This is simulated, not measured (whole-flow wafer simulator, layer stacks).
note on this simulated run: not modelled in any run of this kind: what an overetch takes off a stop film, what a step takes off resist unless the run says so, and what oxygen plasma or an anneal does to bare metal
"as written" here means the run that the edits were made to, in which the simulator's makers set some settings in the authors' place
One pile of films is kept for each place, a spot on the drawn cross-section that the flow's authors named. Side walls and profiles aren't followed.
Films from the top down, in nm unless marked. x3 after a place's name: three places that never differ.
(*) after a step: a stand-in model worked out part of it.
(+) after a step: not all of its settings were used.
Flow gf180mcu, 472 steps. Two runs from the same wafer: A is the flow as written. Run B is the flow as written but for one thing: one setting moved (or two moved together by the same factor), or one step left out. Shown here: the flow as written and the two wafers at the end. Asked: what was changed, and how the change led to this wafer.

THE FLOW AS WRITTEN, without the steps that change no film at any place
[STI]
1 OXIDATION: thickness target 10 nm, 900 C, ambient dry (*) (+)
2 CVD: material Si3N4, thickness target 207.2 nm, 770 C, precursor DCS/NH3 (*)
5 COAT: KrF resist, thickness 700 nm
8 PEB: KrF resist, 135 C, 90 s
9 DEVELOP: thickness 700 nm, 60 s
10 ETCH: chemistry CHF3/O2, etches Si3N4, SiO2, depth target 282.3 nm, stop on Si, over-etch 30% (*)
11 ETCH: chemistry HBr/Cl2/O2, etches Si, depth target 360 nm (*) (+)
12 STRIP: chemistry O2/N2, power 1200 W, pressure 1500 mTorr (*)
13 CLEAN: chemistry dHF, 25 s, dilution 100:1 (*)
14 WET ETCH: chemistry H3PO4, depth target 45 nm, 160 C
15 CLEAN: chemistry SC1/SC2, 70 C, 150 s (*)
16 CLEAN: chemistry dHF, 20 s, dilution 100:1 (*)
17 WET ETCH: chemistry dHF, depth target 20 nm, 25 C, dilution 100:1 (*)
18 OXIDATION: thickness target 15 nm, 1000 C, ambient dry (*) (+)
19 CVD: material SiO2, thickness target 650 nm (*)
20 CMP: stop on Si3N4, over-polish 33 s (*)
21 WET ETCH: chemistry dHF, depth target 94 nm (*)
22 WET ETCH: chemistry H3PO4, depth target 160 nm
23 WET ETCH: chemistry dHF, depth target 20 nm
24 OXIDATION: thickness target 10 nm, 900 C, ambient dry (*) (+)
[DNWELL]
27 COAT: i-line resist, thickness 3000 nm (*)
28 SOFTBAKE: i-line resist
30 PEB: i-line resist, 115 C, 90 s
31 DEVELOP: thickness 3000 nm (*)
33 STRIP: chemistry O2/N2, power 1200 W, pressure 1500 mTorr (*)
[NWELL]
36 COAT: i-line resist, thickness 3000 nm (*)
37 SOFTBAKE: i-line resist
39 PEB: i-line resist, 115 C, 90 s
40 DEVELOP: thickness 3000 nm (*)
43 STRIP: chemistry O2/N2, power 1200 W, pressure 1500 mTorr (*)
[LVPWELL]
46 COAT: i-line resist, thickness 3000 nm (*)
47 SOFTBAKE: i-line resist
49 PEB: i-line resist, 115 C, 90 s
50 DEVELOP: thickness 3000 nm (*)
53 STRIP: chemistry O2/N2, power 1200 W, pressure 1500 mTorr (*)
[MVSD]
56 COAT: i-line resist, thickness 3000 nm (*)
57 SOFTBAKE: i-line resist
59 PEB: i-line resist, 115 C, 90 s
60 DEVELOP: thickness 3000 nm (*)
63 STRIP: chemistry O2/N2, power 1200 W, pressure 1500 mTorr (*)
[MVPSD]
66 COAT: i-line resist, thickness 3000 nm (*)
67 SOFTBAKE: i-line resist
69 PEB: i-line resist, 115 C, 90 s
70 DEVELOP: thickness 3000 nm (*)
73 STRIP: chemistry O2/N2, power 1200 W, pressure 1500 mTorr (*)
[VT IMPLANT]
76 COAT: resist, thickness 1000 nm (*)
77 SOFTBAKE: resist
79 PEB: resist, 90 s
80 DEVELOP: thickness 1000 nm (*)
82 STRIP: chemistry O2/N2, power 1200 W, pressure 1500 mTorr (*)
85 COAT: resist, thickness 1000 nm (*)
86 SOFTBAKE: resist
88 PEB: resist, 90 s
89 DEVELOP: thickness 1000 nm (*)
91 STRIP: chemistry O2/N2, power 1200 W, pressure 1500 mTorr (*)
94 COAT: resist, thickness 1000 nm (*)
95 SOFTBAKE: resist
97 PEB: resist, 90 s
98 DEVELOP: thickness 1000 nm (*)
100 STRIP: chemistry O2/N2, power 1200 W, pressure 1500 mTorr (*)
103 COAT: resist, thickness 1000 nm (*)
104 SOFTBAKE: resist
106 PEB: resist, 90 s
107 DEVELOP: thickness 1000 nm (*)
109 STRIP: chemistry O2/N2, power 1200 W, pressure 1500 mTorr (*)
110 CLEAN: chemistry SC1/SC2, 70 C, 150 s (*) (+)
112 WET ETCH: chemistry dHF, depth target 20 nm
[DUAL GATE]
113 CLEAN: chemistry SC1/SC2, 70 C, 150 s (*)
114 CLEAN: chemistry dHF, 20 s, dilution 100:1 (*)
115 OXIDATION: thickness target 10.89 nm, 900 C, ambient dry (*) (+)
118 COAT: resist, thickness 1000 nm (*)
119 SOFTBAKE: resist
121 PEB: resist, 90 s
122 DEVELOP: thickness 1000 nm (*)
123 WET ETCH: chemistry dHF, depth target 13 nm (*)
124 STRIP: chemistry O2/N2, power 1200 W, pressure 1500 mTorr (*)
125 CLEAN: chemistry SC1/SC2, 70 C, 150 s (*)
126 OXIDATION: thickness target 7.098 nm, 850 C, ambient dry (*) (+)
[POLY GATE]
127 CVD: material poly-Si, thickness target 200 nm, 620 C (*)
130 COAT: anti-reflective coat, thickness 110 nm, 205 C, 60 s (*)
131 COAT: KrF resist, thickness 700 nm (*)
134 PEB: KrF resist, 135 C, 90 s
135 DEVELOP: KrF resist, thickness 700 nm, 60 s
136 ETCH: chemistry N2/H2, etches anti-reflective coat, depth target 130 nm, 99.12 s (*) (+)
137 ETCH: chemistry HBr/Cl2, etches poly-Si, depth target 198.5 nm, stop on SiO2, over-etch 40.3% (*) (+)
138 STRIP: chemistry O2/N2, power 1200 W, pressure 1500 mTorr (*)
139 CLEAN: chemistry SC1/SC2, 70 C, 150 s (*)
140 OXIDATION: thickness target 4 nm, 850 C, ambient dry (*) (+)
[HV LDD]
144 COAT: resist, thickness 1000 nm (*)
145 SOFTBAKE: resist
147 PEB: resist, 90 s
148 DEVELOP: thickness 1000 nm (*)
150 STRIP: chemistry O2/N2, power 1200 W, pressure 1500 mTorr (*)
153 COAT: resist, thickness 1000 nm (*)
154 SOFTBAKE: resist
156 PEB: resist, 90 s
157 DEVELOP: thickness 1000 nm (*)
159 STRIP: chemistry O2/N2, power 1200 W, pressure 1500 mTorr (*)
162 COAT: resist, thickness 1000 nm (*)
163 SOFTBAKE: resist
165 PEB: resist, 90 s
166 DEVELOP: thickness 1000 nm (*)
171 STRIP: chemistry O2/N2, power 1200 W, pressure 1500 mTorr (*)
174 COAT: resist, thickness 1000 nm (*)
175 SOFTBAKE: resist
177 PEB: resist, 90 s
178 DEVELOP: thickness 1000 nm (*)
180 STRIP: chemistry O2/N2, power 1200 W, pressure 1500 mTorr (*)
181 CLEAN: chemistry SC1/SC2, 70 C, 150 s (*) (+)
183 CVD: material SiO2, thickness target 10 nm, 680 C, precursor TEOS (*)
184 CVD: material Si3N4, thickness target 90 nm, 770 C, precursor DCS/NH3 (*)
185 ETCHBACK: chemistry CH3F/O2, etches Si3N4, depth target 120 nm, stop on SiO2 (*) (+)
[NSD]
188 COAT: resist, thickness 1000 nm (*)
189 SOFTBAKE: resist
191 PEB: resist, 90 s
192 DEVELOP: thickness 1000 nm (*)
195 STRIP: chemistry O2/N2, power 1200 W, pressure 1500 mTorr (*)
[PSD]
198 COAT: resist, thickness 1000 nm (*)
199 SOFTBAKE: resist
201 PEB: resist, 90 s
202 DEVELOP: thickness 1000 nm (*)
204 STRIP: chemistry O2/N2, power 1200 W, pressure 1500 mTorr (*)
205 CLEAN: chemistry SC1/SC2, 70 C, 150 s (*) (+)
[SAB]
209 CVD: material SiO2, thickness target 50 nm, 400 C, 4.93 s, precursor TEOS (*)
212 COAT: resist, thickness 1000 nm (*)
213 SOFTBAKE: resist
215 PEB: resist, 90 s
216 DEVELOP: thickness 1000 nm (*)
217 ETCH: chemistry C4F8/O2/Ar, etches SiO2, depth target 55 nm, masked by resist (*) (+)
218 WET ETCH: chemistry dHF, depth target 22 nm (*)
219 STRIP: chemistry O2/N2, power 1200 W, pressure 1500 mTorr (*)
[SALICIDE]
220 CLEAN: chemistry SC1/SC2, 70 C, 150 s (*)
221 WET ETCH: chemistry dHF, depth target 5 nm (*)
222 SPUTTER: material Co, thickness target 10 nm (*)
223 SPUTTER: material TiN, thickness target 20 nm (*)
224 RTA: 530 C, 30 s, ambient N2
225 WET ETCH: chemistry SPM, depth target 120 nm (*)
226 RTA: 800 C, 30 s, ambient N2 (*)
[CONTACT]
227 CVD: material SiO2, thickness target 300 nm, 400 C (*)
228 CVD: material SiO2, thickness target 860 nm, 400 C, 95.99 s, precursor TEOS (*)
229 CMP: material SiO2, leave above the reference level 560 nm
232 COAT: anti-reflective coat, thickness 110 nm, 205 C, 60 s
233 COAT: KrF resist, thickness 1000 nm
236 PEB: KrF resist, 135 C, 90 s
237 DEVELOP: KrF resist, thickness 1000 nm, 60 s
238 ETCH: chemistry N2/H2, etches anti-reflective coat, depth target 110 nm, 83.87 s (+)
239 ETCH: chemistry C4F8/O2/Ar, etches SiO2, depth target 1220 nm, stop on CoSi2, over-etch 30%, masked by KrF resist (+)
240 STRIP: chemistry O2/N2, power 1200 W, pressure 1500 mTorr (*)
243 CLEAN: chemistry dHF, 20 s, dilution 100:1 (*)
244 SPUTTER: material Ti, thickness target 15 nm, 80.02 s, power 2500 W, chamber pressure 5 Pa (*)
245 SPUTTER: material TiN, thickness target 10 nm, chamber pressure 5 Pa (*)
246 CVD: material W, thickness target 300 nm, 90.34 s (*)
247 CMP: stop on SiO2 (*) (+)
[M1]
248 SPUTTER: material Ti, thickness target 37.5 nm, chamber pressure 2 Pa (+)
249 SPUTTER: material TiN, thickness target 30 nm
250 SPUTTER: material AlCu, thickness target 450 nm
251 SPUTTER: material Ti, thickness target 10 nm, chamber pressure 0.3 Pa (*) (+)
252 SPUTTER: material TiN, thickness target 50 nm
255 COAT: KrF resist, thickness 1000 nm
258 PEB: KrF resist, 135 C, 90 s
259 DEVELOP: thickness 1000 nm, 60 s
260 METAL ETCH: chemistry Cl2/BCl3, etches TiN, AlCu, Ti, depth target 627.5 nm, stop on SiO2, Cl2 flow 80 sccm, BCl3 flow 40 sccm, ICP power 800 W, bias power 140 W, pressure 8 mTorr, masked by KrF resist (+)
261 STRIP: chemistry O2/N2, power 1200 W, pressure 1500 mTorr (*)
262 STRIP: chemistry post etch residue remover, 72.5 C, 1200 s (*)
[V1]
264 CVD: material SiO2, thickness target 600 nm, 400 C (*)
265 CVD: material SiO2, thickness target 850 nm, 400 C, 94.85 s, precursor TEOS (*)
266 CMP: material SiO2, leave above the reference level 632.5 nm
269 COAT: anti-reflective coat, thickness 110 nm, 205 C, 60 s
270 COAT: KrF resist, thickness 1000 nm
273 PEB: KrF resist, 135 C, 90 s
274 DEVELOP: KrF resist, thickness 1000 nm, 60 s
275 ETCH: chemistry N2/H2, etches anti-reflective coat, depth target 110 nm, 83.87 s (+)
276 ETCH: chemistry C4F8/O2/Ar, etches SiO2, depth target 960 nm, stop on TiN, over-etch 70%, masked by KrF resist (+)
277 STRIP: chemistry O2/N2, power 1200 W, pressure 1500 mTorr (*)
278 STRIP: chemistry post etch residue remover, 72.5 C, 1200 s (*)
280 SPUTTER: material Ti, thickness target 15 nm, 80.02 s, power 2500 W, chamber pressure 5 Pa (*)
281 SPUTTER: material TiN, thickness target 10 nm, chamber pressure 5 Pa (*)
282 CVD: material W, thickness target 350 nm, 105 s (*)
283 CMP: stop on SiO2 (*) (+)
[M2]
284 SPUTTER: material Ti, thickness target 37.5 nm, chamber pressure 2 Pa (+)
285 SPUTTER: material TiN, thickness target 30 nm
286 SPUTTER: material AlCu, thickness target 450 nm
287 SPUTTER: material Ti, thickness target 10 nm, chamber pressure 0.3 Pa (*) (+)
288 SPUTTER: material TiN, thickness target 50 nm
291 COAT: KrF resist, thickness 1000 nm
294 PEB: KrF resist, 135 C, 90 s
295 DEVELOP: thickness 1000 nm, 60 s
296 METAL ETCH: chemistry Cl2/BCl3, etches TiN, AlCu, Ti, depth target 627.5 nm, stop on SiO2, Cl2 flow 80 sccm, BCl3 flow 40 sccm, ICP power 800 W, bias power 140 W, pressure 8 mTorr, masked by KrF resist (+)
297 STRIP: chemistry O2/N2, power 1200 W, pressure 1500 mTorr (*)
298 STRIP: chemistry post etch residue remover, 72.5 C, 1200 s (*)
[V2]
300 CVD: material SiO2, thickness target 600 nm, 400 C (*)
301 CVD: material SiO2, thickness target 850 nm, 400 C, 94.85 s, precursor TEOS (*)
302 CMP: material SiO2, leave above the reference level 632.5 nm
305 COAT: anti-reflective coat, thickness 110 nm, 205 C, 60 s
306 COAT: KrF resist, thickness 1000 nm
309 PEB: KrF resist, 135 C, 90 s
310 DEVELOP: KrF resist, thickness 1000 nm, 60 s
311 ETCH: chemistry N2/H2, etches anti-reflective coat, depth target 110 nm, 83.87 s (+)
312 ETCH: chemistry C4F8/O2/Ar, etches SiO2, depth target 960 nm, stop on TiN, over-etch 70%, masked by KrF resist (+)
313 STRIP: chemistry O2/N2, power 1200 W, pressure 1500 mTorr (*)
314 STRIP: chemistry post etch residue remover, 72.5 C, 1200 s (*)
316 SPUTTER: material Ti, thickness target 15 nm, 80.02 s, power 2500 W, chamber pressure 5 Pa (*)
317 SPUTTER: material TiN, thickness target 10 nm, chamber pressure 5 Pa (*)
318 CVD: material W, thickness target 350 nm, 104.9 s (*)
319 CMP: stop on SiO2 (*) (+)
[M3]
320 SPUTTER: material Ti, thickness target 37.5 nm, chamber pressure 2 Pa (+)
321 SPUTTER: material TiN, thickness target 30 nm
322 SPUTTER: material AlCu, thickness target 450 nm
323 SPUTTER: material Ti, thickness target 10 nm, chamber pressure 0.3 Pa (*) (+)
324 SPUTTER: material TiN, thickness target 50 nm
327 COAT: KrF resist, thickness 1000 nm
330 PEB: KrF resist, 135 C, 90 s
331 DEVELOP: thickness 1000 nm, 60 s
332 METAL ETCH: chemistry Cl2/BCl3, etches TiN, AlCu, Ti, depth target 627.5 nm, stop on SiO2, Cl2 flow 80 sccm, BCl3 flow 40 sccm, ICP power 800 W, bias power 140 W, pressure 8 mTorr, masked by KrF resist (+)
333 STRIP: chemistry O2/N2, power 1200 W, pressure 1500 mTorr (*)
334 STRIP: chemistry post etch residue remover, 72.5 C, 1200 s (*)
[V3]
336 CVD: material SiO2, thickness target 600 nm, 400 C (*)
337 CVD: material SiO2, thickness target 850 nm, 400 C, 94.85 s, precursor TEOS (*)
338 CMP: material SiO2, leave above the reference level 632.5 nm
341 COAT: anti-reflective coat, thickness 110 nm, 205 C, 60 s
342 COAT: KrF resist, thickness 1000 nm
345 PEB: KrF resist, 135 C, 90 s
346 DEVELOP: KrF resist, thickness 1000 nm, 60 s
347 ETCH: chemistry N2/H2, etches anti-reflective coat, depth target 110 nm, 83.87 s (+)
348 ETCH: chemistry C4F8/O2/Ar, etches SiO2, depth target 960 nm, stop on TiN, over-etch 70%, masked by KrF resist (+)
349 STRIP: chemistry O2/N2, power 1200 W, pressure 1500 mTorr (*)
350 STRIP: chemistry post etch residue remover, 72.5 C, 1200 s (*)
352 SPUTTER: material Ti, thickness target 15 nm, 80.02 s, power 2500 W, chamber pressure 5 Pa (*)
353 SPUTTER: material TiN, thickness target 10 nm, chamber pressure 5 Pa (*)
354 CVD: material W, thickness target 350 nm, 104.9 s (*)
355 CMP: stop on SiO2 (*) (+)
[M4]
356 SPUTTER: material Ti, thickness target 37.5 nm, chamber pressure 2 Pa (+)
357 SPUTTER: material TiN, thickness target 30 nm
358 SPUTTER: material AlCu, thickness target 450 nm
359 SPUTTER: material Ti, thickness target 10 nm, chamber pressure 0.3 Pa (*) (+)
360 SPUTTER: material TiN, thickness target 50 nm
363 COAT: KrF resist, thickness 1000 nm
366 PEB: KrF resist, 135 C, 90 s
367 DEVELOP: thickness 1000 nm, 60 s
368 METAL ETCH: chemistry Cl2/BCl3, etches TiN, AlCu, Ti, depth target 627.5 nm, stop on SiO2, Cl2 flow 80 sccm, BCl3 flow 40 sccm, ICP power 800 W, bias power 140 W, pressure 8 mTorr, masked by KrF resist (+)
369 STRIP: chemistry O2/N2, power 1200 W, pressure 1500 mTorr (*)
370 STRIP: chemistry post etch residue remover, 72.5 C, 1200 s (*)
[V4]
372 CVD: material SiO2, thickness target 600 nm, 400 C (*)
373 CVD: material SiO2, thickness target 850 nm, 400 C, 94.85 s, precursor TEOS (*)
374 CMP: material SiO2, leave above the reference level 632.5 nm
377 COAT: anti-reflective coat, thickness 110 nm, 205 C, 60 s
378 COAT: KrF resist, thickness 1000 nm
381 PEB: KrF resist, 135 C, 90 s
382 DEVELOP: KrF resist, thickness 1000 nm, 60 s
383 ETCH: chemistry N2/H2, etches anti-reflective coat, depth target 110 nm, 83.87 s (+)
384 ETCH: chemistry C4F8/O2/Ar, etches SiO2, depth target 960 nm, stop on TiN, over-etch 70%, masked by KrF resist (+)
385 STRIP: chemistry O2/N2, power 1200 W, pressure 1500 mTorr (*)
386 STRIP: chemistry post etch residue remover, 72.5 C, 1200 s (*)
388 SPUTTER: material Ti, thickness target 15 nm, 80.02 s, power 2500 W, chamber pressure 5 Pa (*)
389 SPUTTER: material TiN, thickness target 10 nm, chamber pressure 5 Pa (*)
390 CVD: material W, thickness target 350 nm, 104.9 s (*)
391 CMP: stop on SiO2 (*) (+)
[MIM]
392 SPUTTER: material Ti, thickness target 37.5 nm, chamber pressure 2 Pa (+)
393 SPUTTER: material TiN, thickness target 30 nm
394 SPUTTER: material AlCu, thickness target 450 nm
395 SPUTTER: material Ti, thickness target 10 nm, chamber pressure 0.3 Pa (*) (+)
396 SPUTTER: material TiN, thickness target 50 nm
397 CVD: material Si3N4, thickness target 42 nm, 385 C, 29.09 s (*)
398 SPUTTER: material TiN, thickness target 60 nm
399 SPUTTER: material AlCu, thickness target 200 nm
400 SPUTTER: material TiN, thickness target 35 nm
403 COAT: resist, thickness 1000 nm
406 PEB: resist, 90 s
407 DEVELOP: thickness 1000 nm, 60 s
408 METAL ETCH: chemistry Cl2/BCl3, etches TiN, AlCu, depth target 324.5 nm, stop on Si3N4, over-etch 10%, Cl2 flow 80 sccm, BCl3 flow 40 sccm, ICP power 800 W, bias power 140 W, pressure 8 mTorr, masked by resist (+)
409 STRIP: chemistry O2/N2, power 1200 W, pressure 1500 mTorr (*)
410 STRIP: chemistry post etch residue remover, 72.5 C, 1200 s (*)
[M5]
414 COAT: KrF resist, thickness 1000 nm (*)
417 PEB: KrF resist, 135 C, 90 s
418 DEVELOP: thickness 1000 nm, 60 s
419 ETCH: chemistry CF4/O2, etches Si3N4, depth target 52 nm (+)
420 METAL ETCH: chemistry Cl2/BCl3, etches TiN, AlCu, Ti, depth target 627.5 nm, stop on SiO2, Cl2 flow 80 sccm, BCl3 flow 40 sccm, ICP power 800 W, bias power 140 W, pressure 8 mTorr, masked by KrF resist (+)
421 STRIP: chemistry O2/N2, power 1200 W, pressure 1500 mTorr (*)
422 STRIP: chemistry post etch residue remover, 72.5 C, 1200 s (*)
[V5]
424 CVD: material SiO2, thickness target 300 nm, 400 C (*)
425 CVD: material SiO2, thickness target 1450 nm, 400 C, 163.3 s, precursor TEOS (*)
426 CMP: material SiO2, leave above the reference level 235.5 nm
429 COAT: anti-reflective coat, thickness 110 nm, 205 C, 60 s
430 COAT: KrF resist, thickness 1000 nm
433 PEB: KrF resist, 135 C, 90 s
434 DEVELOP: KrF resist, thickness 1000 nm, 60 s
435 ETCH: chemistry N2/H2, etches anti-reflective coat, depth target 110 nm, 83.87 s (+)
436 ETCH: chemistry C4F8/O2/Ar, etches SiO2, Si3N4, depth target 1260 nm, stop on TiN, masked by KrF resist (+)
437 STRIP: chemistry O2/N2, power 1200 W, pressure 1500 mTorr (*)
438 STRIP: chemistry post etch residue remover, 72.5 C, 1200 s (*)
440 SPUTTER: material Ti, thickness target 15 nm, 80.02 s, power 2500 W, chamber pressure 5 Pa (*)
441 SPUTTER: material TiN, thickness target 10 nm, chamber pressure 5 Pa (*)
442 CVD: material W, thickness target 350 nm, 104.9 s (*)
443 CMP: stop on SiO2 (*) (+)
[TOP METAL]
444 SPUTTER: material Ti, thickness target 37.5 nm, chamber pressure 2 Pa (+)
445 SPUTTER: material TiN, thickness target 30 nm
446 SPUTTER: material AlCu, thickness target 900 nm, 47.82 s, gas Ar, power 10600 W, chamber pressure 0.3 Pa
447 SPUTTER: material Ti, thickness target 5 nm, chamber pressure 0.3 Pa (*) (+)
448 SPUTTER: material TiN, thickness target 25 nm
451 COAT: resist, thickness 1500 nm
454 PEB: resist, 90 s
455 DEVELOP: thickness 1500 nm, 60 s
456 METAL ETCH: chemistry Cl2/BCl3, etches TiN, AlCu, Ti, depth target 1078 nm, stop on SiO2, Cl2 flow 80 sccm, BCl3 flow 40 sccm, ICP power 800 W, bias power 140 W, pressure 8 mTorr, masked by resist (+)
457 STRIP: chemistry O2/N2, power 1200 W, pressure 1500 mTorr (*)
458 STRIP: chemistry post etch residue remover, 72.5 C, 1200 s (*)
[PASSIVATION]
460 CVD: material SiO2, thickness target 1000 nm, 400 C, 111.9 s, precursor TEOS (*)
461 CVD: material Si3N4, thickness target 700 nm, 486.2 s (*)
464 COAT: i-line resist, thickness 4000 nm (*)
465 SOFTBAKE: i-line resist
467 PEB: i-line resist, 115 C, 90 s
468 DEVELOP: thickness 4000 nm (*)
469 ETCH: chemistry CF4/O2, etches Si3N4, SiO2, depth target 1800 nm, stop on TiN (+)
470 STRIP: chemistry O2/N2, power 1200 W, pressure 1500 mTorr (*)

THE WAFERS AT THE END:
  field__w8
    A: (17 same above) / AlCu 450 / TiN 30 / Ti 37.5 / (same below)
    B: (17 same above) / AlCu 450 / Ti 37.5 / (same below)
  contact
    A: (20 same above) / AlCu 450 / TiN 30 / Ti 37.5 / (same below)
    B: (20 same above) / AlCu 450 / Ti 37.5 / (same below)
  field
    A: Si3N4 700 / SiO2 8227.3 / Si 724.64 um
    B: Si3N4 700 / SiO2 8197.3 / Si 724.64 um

The cause: step 357, SPUTTER: material TiN, thickness target 30 nm, was left out.

How the change led to this, step by step:
  368 METAL ETCH: chemistry Cl2/BCl3, etches TiN, AlCu, Ti, depth target 627.5 nm, stop on SiO2, Cl2 flow 80 sccm, BCl3 flow 40 sccm, ICP power 800 W, bias power 140 W, pressure 8 mTorr, masked by KrF resist (+)
      field, field__w1, field__w2 and 103 more: A TiN -50 (all of it), Ti -10 (all of it), AlCu -450 (all of it), TiN -30 (all of it), Ti -37.5 (all of it) | B TiN -50 (all of it), Ti -10 (all of it), AlCu -450 (all of it), Ti -37.5 (all of it)
  374 CMP: material SiO2, leave above the reference level 632.5 nm
      field, field__w1, field__w2 and 103 more: A SiO2 -300 | B SiO2 -330
